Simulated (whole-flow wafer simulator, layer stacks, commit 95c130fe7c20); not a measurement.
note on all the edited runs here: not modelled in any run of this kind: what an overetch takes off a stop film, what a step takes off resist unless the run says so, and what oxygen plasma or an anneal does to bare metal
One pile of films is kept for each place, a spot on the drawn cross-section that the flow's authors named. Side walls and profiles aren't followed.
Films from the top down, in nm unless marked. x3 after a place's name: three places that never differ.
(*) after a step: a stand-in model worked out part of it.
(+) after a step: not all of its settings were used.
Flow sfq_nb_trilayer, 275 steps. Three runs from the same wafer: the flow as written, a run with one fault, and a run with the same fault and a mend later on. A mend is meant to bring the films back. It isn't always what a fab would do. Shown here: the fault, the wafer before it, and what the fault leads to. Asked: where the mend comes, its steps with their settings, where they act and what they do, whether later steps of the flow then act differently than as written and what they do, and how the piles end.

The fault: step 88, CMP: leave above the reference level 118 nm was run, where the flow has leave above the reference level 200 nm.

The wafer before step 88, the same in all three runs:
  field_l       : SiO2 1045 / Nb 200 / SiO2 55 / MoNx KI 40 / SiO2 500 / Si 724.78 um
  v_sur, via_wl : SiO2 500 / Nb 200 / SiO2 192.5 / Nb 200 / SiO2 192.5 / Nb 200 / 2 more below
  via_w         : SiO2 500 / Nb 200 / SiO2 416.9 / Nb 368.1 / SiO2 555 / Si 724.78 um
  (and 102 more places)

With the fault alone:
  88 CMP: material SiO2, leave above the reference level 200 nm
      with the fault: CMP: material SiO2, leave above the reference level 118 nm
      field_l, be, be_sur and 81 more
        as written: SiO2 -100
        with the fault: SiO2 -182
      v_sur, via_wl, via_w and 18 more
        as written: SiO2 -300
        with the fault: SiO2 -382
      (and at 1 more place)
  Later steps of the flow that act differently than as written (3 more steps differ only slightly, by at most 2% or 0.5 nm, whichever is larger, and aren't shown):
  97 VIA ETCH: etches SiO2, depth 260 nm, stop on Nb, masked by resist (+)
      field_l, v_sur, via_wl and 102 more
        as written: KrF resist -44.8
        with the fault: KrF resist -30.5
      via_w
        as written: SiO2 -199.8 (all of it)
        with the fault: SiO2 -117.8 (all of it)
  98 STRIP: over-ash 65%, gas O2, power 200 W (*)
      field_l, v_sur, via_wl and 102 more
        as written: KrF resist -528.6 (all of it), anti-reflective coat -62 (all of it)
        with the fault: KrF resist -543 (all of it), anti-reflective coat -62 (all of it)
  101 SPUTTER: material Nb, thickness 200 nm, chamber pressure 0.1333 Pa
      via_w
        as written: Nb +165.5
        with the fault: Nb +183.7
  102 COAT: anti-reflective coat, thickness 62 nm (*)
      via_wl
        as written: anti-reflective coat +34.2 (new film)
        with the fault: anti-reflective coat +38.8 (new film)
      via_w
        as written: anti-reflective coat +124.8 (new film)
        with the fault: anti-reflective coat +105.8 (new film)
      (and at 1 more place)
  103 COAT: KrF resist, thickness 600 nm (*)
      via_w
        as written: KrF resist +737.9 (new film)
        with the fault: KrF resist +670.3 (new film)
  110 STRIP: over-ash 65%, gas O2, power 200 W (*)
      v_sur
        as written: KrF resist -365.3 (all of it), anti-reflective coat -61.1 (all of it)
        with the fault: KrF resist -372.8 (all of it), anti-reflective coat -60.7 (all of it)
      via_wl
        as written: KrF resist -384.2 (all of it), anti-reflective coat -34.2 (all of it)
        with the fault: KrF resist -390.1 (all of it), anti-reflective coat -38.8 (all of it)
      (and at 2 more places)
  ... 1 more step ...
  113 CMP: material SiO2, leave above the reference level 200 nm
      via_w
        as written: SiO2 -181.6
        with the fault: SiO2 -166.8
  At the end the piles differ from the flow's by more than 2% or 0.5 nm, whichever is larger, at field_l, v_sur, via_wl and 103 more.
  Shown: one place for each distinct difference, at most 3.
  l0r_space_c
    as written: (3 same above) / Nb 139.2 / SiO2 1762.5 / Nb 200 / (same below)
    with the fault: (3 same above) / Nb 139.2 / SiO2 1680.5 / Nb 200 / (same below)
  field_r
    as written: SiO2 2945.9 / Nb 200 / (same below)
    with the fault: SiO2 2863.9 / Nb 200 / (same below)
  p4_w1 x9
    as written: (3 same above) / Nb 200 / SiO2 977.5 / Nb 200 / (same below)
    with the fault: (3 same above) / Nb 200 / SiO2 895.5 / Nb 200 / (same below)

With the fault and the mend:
  The mend comes after step 89.
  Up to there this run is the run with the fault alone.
  89a PECVD: material SiO2, thickness 82 nm, 150 C, 18.22 s, RF power 183.3 W, pressure 2.4 Torr, precursor SiH4/N2O (the flow's step 87 once more, with other settings)
      field_l, v_sur, via_wl and 103 more
        SiO2 +82
  No later step of the flow acts differently than as written, at any place that is followed, by more than 2% or 0.5 nm, whichever is larger.
  At the end the piles are the same as the flow's at every place that both follow.
